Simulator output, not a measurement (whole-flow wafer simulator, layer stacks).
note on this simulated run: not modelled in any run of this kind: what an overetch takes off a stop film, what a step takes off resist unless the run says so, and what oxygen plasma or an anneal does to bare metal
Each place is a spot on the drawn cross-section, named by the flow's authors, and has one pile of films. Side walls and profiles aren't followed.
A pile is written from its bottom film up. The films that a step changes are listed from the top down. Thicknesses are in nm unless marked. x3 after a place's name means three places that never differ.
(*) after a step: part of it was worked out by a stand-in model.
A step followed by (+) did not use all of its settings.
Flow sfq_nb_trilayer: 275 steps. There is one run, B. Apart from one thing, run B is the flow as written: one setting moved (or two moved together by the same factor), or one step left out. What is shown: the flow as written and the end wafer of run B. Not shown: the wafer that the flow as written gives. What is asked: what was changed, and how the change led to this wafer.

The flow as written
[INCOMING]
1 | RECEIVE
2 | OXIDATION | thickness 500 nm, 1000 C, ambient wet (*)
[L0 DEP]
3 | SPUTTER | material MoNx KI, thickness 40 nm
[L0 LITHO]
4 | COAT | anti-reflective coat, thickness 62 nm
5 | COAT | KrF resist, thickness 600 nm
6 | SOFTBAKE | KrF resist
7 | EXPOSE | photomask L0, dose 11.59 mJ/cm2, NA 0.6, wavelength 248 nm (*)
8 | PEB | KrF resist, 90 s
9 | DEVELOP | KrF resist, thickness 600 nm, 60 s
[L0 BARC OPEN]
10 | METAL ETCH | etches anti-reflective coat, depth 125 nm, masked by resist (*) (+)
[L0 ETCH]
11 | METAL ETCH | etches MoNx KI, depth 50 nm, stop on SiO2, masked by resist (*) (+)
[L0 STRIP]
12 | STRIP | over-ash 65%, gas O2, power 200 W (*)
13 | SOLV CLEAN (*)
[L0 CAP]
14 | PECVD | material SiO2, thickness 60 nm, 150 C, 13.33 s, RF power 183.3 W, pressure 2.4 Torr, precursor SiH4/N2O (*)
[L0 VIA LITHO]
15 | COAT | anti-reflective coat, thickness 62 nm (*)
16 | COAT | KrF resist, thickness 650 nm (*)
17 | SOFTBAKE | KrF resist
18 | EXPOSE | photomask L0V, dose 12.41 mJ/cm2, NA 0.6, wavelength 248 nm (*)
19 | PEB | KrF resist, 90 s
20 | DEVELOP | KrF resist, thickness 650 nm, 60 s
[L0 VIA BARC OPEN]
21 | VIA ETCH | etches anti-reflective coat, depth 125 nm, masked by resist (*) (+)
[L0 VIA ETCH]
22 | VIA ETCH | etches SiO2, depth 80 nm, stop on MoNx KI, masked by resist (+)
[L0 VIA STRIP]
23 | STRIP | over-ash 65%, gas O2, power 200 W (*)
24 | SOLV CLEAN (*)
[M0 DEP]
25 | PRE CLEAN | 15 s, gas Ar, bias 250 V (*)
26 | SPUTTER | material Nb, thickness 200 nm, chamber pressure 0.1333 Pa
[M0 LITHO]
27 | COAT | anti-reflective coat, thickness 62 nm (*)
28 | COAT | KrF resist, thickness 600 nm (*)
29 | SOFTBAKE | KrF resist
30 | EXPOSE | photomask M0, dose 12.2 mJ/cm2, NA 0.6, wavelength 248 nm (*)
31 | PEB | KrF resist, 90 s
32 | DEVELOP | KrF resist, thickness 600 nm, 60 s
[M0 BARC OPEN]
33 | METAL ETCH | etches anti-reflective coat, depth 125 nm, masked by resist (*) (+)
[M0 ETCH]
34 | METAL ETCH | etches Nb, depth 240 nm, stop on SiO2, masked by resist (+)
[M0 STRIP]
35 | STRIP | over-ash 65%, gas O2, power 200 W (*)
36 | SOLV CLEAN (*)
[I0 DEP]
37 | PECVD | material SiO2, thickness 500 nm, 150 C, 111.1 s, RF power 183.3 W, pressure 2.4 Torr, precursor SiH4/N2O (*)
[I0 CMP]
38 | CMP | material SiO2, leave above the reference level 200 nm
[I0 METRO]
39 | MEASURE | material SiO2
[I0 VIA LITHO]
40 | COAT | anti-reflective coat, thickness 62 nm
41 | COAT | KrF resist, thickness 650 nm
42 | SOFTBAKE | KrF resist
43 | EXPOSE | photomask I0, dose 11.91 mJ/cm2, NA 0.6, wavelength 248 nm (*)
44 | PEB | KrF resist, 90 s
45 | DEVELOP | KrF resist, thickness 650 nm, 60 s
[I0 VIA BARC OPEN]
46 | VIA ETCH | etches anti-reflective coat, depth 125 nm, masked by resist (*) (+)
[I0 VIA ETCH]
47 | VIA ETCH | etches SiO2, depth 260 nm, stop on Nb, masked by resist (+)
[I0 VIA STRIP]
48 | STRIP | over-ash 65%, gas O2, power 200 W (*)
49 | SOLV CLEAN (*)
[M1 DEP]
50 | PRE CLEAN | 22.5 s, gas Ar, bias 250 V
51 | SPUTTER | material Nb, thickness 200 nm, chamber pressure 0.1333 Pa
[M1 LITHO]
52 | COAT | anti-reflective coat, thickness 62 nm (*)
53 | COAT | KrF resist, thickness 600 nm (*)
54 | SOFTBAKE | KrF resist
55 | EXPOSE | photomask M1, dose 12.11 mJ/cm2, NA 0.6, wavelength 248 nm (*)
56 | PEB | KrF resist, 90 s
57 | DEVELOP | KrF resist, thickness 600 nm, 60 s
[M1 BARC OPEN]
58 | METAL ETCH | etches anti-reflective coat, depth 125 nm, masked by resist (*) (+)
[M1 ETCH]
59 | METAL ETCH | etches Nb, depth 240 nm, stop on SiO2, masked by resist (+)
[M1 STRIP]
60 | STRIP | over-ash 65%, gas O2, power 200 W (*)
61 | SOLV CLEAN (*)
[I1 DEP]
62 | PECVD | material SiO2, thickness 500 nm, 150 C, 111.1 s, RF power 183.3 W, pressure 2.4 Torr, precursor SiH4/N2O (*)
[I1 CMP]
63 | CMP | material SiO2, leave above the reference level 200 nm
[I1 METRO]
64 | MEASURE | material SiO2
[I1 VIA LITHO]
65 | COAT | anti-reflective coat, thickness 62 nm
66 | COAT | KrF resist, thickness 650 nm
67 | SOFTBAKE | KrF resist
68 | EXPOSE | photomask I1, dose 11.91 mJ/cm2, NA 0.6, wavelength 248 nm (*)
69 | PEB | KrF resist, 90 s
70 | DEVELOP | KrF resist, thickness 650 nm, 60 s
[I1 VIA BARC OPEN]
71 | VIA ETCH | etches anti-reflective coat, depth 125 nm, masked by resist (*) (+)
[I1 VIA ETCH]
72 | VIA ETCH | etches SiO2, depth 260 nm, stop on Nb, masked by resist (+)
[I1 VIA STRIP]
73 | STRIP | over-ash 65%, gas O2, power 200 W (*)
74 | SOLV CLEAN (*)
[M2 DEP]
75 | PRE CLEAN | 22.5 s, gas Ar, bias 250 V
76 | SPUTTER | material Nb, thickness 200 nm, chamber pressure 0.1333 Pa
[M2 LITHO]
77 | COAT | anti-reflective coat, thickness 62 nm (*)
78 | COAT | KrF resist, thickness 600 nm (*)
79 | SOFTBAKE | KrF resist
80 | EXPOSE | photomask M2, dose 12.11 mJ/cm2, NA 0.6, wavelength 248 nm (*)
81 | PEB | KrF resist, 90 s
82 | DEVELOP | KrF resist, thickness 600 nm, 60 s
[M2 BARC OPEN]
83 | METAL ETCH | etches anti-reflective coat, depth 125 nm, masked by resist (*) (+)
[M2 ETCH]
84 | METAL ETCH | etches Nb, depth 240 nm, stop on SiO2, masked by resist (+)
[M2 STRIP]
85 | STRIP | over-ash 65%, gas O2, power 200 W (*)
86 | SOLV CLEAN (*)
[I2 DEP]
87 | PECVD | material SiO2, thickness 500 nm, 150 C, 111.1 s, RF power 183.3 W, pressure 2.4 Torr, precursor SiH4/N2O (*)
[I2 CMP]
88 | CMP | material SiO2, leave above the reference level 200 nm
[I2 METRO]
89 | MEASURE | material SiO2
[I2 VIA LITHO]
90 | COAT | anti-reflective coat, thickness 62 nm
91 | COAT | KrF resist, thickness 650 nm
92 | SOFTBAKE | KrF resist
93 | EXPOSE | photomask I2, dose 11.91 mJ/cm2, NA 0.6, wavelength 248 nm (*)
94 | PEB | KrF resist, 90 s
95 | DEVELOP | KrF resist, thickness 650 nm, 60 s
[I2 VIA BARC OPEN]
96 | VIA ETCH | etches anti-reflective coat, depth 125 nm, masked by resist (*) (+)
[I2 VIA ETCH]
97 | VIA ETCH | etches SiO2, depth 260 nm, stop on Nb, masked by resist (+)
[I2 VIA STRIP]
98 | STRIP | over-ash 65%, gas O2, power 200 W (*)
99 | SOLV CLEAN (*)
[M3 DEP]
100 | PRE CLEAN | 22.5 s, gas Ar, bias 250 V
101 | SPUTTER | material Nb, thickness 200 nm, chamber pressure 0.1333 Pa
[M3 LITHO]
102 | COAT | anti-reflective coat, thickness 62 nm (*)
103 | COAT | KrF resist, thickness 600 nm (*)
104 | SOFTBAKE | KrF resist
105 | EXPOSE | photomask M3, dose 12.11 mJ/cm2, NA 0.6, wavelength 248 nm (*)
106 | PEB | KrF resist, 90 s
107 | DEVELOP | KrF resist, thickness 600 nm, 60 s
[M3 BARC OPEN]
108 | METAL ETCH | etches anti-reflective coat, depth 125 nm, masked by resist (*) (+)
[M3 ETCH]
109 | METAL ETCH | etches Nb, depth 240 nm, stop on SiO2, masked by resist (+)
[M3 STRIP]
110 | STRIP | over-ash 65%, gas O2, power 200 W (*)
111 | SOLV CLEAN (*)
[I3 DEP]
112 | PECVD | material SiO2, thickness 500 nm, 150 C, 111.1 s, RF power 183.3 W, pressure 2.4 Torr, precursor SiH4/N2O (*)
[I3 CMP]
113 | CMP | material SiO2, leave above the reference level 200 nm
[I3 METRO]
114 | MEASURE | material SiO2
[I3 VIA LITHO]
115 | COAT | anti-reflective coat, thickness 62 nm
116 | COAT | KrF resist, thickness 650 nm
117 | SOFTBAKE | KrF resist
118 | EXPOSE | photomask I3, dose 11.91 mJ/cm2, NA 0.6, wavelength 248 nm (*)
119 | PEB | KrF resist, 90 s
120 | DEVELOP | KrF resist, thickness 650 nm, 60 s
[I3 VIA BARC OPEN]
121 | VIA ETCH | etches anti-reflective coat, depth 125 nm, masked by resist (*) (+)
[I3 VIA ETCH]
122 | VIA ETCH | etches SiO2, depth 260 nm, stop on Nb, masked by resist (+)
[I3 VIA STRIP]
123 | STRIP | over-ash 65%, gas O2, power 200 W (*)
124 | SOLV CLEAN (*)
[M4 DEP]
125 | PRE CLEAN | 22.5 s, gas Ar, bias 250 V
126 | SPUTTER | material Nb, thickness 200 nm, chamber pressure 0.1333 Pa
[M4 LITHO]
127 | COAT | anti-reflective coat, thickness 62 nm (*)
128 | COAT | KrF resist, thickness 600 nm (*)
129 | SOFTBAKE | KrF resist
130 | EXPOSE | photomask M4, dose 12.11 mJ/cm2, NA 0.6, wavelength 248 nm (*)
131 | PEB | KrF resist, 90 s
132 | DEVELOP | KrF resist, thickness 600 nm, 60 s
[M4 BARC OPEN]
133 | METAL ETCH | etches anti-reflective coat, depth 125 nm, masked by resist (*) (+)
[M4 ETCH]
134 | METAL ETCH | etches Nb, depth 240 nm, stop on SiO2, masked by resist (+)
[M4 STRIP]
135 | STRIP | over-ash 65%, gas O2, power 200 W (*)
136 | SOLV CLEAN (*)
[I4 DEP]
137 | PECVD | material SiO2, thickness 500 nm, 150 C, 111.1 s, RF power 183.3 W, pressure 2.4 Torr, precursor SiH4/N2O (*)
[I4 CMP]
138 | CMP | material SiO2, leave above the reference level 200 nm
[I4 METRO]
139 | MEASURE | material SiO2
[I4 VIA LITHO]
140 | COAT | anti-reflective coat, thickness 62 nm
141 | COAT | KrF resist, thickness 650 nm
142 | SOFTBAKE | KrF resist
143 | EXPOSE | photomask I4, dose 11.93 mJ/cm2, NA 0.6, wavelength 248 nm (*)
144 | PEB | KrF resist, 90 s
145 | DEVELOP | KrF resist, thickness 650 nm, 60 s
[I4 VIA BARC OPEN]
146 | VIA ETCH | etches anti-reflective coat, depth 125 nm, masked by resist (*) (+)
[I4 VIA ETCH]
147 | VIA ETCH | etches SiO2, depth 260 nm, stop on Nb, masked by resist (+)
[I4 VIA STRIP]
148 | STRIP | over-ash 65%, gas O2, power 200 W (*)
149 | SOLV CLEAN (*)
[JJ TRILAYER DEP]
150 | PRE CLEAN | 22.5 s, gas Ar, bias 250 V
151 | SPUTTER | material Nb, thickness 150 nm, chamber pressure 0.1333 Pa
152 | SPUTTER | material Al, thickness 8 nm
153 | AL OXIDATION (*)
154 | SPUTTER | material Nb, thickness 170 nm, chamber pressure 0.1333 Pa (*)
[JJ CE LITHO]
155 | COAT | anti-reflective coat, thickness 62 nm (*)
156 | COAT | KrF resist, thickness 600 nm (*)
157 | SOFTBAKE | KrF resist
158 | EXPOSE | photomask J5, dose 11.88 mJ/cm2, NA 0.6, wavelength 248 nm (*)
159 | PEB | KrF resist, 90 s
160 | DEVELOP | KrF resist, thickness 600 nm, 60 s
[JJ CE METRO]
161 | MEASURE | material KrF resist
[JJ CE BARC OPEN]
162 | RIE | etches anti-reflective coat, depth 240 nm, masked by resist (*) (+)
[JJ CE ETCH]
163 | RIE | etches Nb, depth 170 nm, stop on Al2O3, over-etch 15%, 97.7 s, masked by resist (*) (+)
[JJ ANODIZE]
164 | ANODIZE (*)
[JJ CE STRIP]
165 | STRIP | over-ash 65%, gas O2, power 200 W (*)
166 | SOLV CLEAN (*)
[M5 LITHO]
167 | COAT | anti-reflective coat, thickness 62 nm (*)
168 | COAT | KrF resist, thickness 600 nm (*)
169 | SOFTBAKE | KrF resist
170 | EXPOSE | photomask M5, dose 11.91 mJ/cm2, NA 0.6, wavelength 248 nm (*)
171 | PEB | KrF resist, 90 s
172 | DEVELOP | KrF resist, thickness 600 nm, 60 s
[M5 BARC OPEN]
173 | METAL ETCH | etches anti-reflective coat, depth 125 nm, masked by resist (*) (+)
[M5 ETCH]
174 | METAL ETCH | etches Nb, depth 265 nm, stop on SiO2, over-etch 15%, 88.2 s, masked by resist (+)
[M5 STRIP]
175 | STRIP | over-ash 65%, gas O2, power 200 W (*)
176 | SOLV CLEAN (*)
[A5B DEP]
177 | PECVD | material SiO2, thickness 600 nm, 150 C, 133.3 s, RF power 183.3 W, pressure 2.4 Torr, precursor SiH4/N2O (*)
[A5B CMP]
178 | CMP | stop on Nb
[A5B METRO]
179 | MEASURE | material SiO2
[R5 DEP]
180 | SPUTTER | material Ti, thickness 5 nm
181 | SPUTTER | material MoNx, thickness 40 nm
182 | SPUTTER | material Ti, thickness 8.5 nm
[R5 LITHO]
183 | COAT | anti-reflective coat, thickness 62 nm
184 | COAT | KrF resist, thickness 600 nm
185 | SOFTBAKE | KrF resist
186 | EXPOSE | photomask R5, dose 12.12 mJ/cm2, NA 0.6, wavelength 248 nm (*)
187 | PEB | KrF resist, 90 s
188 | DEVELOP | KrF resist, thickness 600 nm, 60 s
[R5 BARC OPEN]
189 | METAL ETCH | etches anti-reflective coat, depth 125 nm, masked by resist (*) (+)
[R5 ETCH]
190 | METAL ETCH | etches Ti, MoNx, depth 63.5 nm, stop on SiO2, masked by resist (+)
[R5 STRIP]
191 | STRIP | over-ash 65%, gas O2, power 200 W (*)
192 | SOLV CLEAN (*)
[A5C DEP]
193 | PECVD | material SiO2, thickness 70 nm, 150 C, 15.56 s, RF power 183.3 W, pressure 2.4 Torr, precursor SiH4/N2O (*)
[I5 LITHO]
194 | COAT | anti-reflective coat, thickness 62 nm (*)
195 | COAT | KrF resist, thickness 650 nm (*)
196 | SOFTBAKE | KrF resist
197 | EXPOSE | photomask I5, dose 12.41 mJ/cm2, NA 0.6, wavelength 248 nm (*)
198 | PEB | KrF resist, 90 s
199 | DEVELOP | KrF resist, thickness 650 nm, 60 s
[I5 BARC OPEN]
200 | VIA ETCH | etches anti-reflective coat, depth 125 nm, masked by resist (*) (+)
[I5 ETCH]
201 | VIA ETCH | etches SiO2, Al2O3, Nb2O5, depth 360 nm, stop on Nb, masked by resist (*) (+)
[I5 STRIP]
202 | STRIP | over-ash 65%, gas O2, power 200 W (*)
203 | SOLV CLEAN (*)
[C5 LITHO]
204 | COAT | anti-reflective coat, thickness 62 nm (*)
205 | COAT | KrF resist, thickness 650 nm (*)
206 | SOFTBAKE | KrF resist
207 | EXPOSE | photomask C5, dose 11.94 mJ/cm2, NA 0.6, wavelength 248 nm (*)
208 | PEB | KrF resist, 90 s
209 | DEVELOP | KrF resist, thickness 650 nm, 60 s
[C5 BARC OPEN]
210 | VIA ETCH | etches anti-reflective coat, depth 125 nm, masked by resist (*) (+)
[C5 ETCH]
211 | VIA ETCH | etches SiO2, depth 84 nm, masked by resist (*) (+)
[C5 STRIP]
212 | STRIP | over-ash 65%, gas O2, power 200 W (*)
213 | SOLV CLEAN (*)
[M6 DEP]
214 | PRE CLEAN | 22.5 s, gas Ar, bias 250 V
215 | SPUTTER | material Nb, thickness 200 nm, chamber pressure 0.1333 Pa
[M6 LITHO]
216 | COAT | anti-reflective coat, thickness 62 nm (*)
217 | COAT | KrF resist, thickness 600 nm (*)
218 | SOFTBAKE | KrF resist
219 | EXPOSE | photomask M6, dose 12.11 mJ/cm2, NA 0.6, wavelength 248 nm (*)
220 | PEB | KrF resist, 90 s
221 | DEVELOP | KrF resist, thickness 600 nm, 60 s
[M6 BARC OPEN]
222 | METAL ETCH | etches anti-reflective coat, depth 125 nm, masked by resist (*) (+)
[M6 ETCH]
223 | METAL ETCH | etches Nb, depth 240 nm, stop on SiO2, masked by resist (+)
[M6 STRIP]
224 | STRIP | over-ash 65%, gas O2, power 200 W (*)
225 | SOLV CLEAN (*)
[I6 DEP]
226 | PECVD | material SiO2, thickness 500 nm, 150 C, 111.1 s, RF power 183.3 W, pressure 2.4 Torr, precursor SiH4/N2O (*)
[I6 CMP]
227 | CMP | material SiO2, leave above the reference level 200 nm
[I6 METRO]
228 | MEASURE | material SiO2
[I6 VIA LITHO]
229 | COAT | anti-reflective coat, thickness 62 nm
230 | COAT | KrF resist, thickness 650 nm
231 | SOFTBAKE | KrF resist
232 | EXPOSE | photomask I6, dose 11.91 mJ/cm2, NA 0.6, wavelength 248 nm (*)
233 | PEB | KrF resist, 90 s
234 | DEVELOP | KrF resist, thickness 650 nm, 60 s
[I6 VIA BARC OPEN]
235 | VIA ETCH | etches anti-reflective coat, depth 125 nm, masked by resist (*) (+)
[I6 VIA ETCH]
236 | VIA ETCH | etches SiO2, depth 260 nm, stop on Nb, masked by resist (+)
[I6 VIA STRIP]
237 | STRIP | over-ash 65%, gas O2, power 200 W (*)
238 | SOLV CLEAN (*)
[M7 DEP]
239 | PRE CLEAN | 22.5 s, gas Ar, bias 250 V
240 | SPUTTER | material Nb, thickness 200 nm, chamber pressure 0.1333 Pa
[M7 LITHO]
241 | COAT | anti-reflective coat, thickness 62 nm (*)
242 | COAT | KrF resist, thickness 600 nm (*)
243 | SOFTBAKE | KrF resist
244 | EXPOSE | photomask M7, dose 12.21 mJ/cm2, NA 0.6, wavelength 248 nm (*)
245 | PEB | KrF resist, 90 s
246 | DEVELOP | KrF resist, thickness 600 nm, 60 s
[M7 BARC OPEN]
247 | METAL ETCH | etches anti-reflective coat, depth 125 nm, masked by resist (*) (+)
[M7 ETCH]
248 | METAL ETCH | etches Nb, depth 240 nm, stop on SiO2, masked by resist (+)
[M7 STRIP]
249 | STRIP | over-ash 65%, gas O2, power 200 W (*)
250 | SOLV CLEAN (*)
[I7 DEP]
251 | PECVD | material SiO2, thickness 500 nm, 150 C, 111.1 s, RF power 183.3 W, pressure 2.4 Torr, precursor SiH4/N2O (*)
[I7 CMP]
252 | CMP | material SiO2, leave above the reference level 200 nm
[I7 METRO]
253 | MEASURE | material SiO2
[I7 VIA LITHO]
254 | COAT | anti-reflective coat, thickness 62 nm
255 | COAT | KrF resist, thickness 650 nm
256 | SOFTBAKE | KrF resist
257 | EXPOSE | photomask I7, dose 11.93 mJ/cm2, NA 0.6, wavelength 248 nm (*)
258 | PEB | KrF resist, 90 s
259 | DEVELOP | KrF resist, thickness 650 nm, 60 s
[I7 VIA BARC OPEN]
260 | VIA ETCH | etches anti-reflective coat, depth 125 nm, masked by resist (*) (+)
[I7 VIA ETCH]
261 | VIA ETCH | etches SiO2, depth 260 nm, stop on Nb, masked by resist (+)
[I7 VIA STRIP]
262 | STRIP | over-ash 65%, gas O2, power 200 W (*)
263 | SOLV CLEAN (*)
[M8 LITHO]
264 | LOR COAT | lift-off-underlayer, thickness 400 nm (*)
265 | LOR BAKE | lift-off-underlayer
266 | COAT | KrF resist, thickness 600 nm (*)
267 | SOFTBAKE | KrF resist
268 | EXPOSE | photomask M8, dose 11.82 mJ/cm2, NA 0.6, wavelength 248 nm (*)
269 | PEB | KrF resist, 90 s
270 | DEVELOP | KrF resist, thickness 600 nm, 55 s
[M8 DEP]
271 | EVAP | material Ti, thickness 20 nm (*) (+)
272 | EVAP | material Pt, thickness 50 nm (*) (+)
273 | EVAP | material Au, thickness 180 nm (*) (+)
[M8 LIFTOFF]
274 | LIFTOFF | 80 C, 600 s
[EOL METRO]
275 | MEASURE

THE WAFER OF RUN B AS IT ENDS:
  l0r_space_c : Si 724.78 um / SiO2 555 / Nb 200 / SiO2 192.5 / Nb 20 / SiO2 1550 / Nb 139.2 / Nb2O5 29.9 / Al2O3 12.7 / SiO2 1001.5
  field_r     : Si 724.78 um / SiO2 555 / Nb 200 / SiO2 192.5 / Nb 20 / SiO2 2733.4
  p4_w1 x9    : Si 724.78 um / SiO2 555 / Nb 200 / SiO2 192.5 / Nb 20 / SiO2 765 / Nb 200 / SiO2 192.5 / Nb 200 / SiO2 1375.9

What caused this: step 59, METAL ETCH: depth 180 nm was run, whereas the flow has depth 240 nm.

How this came from the change, step by step:
  59 | METAL ETCH | etches Nb, depth 240 nm, stop on SiO2, masked by resist (+)
      field_l, be, be_sur and 79 more: Nb loses 180 (as written it would have been: Nb loses 200 (all of it))
      v_sur, via_wl, via_w and 21 more: KrF resist loses 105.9 (as written it would have been: KrF resist loses 141.2)
  60 | STRIP | over-ash 65%, gas O2, power 200 W (*)
      wl_j_sl, wl_jj, wl_j_sr and 13 more: KrF resist loses 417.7 (all of it), anti-reflective coat loses 62 (all of it) (as written it would have been: KrF resist loses 382.4 (all of it), anti-reflective coat loses 62 (all of it))
      v_sur: KrF resist loses 401.2 (all of it), anti-reflective coat loses 61.1 (all of it) (as written it would have been: KrF resist loses 365.9 (all of it), anti-reflective coat loses 61.1 (all of it))
      (as well as at 7 more places)
  62 | PECVD | material SiO2, thickness 500 nm, 150 C, 111.1 s, RF power 183.3 W, pressure 2.4 Torr, precursor SiH4/N2O (*)
      field_l, be, be_sur and 72 more: SiO2 gains 500 (new film) (as written it would have been: SiO2 gains 500)
      lsp_m, ln_m6, lsp_r, l0_sur, l0v: SiO2 gains 500 (new film) (as written it would have been: SiO2 gains 494.9)
      (as well as at 2 more places)
  63 | CMP | material SiO2, leave above the reference level 200 nm
      field_l, be, be_sur and 72 more: SiO2 loses 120 (as written it would have been: SiO2 loses 100)
      lsp_m, ln_m6, lsp_r, l0_sur, l0v: SiO2 loses 120 (as written it would have been: SiO2 loses 94.9)
Taking metal films that touch as one body, l0r_space_c has 3 bodies (between them, from the top down: SiO2 1550; SiO2 192.5); the flow as written gives 2 bodies (between them, from the top down: SiO2 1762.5).
Taking metal films that touch as one body, field_r has 2 bodies (between them, from the top down: SiO2 192.5); the flow as written gives 1 body.
Taking metal films that touch as one body, p4_w1 x9 has 4 bodies (between them, from the top down: SiO2 192.5; SiO2 765; SiO2 192.5); the flow as written gives 3 bodies (between them, from the top down: SiO2 192.5; SiO2 977.5).
